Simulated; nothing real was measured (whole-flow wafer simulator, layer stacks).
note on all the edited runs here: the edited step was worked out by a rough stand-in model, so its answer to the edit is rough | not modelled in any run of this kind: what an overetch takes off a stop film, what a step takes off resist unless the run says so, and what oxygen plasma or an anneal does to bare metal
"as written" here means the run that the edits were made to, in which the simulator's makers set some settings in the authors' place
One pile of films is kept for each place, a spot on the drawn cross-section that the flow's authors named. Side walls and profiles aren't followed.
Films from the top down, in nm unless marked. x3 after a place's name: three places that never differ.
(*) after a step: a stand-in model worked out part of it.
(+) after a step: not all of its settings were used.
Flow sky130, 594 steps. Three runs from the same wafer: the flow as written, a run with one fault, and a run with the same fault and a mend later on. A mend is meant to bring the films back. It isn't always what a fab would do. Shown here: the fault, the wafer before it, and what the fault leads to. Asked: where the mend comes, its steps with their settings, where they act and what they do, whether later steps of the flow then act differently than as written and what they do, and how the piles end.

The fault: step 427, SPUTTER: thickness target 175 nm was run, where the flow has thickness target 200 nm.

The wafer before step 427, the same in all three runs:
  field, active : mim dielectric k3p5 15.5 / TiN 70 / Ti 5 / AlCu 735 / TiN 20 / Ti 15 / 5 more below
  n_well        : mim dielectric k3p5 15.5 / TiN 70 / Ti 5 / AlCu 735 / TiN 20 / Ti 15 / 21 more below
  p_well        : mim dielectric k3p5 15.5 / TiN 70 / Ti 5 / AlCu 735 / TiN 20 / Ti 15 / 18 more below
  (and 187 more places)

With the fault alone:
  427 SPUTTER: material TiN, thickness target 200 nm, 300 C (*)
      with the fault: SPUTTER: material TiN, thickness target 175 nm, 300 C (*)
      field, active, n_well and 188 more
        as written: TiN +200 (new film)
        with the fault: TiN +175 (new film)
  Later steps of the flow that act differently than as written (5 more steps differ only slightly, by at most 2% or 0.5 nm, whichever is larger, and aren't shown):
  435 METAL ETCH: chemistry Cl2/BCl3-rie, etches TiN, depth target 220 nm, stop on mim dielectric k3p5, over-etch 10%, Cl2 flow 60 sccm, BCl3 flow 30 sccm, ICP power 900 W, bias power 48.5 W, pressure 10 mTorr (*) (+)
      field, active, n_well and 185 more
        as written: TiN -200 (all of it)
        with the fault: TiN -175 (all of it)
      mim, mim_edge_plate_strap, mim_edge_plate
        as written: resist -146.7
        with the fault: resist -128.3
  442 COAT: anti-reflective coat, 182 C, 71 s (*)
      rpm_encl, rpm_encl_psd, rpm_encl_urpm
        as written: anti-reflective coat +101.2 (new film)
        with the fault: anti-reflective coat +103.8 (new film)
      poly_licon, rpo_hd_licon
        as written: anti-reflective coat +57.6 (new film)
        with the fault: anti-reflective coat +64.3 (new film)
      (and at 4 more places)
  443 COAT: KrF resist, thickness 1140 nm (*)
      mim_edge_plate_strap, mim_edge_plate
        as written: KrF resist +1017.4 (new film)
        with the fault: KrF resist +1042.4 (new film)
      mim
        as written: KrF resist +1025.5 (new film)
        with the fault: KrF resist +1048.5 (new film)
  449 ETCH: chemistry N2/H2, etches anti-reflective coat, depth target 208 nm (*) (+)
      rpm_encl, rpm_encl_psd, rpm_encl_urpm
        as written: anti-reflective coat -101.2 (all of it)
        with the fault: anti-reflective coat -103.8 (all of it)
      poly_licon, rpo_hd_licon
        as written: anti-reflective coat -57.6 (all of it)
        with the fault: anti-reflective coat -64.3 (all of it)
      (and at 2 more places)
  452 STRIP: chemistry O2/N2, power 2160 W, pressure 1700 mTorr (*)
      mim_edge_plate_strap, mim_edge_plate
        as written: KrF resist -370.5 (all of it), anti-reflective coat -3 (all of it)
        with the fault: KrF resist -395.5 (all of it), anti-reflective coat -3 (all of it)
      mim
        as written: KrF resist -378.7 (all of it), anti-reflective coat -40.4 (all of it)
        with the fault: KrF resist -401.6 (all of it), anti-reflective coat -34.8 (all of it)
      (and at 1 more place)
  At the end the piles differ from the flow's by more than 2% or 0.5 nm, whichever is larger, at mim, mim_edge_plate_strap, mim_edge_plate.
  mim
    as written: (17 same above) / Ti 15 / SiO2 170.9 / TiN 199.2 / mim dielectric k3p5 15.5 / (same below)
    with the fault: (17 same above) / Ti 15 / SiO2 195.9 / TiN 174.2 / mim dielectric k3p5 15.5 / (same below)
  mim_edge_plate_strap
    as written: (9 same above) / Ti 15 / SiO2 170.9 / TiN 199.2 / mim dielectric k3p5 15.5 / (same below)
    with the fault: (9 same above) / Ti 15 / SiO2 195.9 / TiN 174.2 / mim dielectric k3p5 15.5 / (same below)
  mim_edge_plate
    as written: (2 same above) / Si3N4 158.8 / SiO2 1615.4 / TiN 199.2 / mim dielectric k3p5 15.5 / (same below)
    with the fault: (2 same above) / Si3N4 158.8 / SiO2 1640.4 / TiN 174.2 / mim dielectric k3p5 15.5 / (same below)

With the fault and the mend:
  The mend comes after step 434.
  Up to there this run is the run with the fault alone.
  434a STRIP: chemistry O2/N2, power 2160 W, pressure 1700 mTorr (*)
      mim, mim_edge_plate_strap, mim_edge_plate
        resist -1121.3 (all of it)
  434b SPUTTER: material TiN, thickness target 25 nm, 300 C (*) (the flow's step 427 once more, with other settings)
      field, active, n_well and 188 more
        TiN +25
  434c HMDS: 120 C, 60 s (the flow's step 429 once more)
      changes no film at any place that is followed
  434d COAT: resist, thickness 1140 nm (the flow's step 430 once more)
      field, active, n_well and 186 more
        resist +1140 (new film)
      m1, via2_hole
        resist +1140.6 (new film)
  434e SOFTBAKE: resist (the flow's step 431 once more)
      changes no film at any place that is followed
  434f EXPOSE: photomask CAPM, dose 177.7 mJ/cm2, NA 0.6, wavelength 365 nm (*) (the flow's step 432 once more)
      changes no film at any place that is followed
  434g PEB: resist, 70.3 s (the flow's step 433 once more)
      field, active, n_well and 188 more
        resist -18.7
  434h DEVELOP: resist, thickness 1140 nm, developer TMAH-0.26N, 60 s (the flow's step 434 once more)
      field, active, n_well and 183 more
        resist -1121.3 (all of it)
      m1, via2_hole
        resist -1121.9 (all of it)
  No later step of the flow acts differently than as written at any place that is followed.
  At the end the piles are the same as the flow's at every place that both follow.
